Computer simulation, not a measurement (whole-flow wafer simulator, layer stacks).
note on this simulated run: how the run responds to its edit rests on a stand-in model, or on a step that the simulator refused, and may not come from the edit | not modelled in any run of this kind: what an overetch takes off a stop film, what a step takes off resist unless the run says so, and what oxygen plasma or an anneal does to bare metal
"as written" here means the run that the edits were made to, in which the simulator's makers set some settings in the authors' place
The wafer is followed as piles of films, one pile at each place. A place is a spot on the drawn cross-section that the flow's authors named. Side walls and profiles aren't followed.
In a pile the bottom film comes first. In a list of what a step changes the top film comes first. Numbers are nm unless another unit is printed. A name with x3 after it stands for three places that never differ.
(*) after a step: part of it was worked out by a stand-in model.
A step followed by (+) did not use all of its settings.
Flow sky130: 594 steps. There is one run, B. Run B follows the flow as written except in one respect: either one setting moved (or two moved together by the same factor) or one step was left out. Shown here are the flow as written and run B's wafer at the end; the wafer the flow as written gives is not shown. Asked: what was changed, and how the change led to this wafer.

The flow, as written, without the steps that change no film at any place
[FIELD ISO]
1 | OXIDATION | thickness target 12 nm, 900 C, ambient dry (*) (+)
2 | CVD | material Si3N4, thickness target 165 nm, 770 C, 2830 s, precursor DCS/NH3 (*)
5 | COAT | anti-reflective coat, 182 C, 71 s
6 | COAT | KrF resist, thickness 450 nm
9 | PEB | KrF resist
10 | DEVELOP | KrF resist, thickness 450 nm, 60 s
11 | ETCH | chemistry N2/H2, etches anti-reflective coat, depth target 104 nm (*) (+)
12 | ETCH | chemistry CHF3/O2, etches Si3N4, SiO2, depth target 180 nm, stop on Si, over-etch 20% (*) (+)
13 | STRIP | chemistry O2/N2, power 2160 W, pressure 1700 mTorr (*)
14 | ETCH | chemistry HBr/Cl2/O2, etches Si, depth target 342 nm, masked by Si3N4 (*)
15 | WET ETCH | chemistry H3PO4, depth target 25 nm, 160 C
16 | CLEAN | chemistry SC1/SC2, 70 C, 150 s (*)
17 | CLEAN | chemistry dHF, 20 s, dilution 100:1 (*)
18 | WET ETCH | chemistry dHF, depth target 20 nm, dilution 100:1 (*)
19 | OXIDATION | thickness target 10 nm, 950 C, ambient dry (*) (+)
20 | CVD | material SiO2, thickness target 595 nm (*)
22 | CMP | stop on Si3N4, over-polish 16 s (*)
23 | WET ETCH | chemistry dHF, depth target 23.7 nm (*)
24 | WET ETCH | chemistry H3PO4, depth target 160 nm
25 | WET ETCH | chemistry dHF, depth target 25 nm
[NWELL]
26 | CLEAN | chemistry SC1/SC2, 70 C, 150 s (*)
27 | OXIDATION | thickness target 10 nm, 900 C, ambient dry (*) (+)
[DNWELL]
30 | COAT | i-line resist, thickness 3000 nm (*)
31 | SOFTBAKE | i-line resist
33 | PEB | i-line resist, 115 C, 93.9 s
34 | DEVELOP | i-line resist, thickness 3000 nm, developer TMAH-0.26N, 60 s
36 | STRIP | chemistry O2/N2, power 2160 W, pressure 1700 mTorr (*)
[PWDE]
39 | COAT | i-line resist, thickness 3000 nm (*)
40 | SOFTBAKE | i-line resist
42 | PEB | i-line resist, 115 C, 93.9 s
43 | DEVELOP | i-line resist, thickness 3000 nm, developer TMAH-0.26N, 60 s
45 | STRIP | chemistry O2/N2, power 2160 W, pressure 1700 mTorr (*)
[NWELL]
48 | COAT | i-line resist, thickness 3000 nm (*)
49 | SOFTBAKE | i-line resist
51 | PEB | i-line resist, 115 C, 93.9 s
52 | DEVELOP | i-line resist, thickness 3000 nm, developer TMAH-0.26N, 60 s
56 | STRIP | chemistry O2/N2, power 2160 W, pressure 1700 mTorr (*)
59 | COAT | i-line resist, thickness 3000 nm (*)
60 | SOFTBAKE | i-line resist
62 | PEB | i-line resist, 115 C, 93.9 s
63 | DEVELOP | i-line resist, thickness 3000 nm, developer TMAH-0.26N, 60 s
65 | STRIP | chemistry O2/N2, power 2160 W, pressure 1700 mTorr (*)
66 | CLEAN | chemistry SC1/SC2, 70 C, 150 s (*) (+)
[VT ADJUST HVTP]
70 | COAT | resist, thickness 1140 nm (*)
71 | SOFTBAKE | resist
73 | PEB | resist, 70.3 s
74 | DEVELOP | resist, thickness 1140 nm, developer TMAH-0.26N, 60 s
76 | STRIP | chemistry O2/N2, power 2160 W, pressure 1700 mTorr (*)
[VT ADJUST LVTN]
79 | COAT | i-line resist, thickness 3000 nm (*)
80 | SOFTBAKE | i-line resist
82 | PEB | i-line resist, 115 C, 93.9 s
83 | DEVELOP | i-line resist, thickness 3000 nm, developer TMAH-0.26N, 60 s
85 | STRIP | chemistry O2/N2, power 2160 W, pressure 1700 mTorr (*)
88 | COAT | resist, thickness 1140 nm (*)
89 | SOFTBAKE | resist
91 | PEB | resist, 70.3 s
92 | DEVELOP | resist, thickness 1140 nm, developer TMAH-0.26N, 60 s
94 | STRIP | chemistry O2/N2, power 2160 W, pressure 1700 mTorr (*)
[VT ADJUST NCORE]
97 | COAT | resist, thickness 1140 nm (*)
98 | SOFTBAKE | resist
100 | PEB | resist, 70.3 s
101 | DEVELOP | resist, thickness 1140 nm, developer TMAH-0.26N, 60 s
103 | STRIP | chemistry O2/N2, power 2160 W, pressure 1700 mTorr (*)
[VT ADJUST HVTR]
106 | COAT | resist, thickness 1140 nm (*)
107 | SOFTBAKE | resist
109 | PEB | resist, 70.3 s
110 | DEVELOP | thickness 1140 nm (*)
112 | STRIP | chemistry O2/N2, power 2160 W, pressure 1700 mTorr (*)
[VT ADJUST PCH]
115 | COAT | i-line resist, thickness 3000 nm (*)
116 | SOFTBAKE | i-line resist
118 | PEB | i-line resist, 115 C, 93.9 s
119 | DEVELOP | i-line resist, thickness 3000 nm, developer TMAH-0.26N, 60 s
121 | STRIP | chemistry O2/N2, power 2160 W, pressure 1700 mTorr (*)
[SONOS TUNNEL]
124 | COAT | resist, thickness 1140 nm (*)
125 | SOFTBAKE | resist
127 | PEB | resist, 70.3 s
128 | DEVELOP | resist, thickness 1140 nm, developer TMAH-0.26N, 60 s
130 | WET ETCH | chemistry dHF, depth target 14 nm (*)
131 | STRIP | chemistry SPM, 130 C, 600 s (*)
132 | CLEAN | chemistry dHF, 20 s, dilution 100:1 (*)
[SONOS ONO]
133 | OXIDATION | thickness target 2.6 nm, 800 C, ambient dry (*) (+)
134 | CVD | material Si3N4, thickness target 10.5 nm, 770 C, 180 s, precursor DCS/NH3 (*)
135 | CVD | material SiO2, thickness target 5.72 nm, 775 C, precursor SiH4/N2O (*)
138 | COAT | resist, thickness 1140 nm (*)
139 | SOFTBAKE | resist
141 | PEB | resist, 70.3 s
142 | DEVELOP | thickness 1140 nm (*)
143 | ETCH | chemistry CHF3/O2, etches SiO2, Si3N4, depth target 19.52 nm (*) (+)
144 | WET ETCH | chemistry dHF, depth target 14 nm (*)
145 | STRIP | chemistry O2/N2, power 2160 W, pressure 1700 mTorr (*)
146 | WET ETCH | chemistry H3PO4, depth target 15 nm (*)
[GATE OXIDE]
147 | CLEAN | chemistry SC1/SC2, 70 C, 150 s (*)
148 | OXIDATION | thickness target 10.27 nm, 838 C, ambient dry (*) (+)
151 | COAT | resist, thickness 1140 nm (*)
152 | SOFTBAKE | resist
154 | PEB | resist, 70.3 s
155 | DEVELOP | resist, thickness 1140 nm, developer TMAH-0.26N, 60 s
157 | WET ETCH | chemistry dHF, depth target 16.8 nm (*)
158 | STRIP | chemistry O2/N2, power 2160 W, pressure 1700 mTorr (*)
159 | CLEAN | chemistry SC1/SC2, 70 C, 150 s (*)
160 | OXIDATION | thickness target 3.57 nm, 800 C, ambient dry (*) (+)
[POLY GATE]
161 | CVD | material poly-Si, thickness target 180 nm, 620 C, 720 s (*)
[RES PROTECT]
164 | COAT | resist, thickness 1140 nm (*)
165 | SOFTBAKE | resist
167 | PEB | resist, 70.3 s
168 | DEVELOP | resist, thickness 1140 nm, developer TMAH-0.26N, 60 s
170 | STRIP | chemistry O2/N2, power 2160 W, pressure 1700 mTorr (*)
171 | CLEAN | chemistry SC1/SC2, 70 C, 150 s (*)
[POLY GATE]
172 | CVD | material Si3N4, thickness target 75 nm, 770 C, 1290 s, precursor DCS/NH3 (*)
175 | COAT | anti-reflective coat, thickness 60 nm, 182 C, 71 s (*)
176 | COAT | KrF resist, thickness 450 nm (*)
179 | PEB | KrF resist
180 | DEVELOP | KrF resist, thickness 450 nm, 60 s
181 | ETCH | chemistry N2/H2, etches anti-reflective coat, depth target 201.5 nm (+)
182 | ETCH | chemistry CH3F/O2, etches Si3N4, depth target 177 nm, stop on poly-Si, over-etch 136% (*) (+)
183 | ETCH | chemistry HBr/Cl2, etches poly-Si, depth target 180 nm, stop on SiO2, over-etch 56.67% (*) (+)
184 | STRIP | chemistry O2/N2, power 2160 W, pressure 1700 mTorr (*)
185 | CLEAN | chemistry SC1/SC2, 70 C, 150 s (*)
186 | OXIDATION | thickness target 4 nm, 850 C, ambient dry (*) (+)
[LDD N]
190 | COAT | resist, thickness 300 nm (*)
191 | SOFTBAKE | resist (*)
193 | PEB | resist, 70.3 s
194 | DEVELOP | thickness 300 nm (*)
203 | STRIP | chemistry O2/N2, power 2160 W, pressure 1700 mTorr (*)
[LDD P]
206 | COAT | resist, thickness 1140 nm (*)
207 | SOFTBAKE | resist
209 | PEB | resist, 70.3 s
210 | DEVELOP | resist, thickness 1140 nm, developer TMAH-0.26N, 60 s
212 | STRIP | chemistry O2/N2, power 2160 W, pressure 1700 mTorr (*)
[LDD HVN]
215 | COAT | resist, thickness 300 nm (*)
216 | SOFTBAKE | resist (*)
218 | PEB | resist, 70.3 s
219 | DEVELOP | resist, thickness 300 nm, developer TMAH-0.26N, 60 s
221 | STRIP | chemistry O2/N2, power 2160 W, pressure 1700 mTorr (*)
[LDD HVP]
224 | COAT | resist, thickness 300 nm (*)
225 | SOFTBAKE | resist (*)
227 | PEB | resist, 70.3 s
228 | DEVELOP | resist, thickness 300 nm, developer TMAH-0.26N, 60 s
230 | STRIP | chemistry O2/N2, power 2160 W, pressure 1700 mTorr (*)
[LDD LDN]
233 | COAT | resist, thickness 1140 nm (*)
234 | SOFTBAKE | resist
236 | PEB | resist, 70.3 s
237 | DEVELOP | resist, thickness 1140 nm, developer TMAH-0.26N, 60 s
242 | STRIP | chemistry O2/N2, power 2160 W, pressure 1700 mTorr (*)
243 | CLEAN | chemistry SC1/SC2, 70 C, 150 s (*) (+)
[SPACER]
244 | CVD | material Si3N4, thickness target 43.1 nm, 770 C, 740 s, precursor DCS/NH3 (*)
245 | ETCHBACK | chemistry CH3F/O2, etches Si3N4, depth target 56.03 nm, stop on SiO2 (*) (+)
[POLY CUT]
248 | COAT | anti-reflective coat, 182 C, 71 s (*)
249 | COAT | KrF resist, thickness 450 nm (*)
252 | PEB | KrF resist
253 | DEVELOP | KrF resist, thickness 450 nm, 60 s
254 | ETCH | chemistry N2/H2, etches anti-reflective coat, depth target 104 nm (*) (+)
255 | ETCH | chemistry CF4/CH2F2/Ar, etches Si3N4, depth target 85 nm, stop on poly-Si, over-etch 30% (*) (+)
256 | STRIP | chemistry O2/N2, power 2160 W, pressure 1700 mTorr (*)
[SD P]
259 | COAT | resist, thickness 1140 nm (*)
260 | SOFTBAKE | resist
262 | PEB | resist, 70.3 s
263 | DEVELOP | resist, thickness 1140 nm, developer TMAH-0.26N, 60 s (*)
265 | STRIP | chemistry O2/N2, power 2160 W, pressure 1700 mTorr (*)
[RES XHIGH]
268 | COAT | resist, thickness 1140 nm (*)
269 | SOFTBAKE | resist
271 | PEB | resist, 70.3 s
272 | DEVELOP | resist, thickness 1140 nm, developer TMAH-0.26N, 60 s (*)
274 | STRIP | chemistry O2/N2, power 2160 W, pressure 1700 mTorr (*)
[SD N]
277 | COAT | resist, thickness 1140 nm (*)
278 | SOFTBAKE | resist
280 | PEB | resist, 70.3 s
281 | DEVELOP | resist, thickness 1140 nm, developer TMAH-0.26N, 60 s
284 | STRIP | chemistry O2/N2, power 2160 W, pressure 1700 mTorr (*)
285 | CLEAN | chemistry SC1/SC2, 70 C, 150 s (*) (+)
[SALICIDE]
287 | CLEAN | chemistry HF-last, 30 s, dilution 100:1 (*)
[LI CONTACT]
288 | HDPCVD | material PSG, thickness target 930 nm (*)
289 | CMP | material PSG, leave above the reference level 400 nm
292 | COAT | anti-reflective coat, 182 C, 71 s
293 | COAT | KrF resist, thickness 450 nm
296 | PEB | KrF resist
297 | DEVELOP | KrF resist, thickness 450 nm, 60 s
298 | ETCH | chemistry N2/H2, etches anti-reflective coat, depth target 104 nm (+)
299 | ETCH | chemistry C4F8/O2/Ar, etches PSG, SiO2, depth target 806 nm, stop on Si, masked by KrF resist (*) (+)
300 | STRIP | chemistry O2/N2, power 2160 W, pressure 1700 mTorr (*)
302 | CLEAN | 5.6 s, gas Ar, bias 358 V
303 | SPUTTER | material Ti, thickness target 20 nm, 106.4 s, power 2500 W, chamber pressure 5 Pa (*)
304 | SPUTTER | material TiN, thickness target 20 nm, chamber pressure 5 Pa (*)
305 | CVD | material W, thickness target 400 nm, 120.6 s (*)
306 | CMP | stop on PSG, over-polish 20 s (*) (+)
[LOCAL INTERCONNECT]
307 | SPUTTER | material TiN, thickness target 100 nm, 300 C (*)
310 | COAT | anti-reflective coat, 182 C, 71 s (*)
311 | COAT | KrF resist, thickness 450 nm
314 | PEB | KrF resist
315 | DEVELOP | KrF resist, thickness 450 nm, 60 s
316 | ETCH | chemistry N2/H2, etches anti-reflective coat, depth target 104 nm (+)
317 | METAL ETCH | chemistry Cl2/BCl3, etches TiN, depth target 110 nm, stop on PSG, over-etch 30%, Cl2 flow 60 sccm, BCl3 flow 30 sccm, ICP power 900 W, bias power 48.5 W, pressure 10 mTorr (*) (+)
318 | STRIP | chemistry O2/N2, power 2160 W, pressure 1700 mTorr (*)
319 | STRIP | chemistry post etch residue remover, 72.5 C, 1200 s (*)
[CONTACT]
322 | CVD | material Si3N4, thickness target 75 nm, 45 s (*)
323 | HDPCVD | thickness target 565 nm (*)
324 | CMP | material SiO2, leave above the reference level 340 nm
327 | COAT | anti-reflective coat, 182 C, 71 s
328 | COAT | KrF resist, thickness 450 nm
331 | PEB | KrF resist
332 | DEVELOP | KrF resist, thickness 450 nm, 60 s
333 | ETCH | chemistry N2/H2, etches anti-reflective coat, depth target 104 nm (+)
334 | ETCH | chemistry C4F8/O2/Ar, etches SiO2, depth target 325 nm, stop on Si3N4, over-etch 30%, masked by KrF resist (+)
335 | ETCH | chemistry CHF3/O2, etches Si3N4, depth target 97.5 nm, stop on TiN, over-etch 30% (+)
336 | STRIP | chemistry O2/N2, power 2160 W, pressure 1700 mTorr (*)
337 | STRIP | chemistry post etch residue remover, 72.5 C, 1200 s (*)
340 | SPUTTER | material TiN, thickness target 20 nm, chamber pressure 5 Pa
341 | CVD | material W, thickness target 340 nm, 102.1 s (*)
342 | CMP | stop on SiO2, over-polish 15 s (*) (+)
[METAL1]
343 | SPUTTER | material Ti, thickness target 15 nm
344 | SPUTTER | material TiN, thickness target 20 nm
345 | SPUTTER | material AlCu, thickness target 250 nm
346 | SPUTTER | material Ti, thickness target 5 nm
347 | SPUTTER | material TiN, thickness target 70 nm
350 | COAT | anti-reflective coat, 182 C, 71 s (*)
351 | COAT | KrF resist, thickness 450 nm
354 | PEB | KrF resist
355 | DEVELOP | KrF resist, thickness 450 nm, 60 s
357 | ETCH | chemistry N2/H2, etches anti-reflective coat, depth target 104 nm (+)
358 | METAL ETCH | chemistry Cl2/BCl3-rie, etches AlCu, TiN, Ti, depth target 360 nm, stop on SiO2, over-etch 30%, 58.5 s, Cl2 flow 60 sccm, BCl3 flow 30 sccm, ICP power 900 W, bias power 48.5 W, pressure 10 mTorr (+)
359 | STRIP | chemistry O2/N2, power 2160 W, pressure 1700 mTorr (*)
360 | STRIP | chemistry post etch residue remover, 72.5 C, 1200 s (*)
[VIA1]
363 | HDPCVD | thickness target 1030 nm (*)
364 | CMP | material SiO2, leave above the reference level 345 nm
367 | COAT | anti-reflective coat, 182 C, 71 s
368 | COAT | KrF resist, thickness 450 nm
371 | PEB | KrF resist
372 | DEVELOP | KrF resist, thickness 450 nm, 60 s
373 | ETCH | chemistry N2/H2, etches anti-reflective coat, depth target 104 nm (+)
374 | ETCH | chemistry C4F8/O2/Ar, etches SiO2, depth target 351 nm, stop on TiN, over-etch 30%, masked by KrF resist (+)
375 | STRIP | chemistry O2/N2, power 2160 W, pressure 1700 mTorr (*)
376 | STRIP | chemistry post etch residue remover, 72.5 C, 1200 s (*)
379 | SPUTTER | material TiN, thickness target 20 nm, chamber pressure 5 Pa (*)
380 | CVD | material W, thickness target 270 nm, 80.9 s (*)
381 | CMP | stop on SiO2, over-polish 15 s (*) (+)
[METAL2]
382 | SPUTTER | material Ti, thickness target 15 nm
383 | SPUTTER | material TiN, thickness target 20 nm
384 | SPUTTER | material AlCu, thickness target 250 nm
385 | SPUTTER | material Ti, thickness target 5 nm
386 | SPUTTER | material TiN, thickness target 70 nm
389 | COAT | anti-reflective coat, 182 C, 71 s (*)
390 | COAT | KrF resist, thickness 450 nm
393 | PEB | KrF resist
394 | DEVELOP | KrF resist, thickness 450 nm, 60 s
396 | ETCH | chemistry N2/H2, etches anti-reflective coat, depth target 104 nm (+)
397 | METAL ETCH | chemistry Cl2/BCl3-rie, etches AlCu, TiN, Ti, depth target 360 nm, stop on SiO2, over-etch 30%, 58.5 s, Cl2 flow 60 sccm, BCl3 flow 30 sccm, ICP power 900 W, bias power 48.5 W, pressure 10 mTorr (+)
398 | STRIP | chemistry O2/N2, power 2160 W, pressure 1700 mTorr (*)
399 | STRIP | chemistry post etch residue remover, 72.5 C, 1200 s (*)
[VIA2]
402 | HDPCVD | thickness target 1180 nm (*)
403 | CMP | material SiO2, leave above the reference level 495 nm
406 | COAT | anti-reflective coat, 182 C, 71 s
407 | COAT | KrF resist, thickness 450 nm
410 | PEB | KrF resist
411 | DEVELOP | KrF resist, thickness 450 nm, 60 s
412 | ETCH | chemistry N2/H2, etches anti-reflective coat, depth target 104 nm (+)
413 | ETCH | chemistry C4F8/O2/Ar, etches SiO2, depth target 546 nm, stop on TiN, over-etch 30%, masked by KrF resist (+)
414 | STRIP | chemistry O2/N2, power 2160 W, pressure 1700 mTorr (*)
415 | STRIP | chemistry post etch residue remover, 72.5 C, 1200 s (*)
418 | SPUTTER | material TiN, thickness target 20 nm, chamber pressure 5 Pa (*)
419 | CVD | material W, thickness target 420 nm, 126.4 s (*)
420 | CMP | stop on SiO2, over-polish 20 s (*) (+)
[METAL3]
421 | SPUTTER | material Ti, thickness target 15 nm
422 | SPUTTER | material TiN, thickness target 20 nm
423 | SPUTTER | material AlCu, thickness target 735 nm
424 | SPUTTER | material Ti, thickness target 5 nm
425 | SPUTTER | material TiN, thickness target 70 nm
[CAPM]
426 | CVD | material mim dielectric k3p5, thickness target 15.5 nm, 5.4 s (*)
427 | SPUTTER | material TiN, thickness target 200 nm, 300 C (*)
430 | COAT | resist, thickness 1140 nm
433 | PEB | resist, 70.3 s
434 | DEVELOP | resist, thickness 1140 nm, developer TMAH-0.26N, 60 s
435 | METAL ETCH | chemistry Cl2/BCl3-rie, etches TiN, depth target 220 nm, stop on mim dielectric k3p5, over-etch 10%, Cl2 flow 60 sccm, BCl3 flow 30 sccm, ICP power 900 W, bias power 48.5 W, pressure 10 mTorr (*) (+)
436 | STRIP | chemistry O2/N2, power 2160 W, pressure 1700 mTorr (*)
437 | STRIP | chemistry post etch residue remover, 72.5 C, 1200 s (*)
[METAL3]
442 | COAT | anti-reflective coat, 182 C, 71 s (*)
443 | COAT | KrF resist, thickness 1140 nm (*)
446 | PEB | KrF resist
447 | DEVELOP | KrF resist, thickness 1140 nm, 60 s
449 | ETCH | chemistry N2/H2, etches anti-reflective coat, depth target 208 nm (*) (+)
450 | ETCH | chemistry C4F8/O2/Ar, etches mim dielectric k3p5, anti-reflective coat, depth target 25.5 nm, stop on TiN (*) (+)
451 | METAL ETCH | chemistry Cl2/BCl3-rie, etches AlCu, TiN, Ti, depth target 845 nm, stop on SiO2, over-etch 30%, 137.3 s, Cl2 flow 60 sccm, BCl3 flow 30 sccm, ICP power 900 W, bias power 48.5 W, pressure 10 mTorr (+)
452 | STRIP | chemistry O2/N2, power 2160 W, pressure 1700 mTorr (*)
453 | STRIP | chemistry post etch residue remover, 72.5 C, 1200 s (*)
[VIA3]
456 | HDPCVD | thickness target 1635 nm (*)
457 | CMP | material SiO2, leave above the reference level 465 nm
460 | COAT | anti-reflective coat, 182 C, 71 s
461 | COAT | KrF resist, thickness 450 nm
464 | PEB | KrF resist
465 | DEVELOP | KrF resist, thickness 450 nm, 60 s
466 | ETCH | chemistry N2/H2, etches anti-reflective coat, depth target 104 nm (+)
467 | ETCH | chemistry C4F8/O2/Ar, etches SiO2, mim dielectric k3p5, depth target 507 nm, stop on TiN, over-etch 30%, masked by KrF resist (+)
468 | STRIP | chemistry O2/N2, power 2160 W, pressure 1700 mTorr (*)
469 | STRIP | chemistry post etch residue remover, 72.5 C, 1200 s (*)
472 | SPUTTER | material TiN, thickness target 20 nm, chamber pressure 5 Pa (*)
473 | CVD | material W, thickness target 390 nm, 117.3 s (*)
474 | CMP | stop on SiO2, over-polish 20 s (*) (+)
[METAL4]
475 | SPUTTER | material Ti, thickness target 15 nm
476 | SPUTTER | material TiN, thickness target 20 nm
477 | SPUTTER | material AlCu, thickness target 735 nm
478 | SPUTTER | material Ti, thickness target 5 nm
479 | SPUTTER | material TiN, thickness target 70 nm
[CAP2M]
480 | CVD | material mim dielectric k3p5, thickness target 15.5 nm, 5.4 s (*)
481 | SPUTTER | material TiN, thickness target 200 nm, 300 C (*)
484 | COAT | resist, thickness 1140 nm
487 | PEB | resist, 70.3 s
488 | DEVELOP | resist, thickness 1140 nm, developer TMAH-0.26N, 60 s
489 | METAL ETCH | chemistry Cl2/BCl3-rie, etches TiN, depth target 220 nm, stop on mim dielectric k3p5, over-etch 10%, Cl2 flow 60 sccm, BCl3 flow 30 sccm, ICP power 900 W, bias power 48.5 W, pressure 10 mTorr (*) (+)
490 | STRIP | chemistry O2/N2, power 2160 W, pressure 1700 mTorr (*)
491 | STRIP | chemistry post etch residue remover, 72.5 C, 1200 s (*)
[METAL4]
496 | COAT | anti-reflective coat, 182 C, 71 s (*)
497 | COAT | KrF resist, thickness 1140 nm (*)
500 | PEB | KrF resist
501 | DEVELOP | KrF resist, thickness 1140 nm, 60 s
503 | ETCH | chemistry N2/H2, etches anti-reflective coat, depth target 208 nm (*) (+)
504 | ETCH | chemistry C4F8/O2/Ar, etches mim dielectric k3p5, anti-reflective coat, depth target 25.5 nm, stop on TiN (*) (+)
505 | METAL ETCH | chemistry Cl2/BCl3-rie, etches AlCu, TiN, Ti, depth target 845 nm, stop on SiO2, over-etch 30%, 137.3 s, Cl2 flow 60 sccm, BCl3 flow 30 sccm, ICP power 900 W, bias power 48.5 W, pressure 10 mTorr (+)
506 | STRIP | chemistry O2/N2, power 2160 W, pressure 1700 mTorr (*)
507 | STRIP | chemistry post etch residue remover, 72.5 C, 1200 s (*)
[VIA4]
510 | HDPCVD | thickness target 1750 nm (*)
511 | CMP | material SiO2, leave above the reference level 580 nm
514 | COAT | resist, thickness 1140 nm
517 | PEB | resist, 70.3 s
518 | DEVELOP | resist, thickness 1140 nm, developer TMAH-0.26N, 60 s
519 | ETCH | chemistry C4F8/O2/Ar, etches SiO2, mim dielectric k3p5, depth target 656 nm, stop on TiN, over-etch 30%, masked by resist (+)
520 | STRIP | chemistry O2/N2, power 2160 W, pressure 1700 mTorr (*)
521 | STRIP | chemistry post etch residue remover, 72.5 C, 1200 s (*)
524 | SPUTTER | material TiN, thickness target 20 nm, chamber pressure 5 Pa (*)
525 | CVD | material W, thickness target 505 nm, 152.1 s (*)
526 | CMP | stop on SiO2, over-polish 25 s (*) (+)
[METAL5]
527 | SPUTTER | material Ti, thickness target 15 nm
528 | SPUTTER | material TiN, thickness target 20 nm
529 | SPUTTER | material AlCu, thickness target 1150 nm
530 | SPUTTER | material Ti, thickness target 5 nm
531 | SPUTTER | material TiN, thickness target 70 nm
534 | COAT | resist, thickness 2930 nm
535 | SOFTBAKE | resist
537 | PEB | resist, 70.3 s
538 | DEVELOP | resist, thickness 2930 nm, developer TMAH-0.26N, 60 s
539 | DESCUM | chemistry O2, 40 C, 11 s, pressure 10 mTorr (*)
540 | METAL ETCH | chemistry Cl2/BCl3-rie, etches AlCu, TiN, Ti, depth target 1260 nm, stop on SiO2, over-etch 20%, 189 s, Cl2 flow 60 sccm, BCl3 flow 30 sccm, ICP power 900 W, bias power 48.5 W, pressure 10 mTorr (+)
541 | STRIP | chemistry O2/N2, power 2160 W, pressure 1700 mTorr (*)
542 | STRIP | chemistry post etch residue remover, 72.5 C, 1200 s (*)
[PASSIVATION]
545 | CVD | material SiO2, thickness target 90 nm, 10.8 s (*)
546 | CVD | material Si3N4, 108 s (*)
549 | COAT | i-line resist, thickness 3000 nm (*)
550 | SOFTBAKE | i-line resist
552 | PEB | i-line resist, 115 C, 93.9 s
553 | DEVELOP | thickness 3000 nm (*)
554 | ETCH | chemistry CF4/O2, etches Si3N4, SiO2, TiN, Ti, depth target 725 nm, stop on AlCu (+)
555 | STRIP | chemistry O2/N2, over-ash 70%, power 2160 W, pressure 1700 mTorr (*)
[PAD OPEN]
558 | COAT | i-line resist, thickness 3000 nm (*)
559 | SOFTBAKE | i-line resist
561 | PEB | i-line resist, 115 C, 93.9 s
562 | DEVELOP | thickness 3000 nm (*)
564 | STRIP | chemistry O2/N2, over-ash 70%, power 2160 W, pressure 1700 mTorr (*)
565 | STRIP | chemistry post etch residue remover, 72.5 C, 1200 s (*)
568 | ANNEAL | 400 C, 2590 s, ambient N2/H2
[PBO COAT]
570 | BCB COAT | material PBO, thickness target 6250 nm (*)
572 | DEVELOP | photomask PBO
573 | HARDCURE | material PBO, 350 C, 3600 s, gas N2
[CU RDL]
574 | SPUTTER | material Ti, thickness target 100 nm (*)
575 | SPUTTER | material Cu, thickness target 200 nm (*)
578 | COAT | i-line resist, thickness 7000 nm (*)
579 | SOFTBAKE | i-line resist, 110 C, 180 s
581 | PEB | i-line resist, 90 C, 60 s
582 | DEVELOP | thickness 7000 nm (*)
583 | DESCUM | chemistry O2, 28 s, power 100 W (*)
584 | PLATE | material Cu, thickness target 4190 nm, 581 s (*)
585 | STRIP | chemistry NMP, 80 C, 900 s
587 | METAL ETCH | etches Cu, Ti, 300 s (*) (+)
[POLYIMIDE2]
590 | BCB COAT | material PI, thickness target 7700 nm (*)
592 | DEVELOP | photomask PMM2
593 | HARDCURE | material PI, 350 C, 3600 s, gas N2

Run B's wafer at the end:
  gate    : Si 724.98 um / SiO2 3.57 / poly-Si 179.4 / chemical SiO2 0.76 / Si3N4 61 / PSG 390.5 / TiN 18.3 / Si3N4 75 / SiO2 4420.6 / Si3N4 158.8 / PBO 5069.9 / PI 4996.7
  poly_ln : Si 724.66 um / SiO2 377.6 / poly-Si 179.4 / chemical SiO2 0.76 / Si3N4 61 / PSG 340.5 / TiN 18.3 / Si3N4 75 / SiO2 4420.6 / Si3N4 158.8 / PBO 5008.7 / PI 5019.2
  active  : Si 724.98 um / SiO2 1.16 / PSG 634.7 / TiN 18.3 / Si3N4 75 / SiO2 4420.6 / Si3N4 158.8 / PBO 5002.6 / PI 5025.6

The reason: step 316, ETCH: depth target 59.8 nm was run, whereas the flow has depth target 104 nm.

The path from the change to this, step by step:
  316 | ETCH | chemistry N2/H2, etches anti-reflective coat, depth target 104 nm (+)
      field, active, gate and 87 more: -59.8 anti-reflective coat (as written it would have been: -80 anti-reflective coat (all of it), -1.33 TiN)
      rpo_hd: -59.8 anti-reflective coat (as written it would have been: -80 anti-reflective coat (all of it), -1.34 TiN)
      (also at 100 further places)
  317 | METAL ETCH | chemistry Cl2/BCl3, etches TiN, depth target 110 nm, stop on PSG, over-etch 30%, Cl2 flow 60 sccm, BCl3 flow 30 sccm, ICP power 900 W, bias power 48.5 W, pressure 10 mTorr (*) (+)
      field, active, gate and 84 more: -20.2 anti-reflective coat (all of it), -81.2 TiN (as written it would have been: -98.7 TiN (all of it))
      rpo_hd, rpm_encl, rpm_encl_psd, iso_guard_nsd_tip: -20.2 anti-reflective coat (all of it), -81.3 TiN (as written it would have been: -98.7 TiN (all of it))
  318 | STRIP | chemistry O2/N2, power 2160 W, pressure 1700 mTorr (*)
      n_well, p_well, gate_hv and 93 more: -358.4 KrF resist (all of it), -80 anti-reflective coat (all of it) (as written it would have been: -333.8 KrF resist (all of it), -80 anti-reflective coat (all of it))
      poly_licon, ndiff_licon, ndiff_licon_cpp, rpo_hd_licon: -358.4 KrF resist (all of it), -80.5 anti-reflective coat (all of it) (as written it would have been: -333.9 KrF resist (all of it), -80.5 anti-reflective coat (all of it))
  324 | CMP | material SiO2, leave above the reference level 340 nm
      field, active, gate and 84 more: -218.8 SiO2 (as written it would have been: -200.4 SiO2)
      rpo_hd, rpm_encl, rpm_encl_psd, iso_guard_nsd_tip: -218.7 SiO2 (as written it would have been: -200.4 SiO2)
With metal films that touch counted as one body, gate has 1 body; the flow as written gives 0 bodies.
With metal films that touch counted as one body, poly_ln has 1 body; the flow as written gives 0 bodies.
With metal films that touch counted as one body, active has 1 body; the flow as written gives 0 bodies.
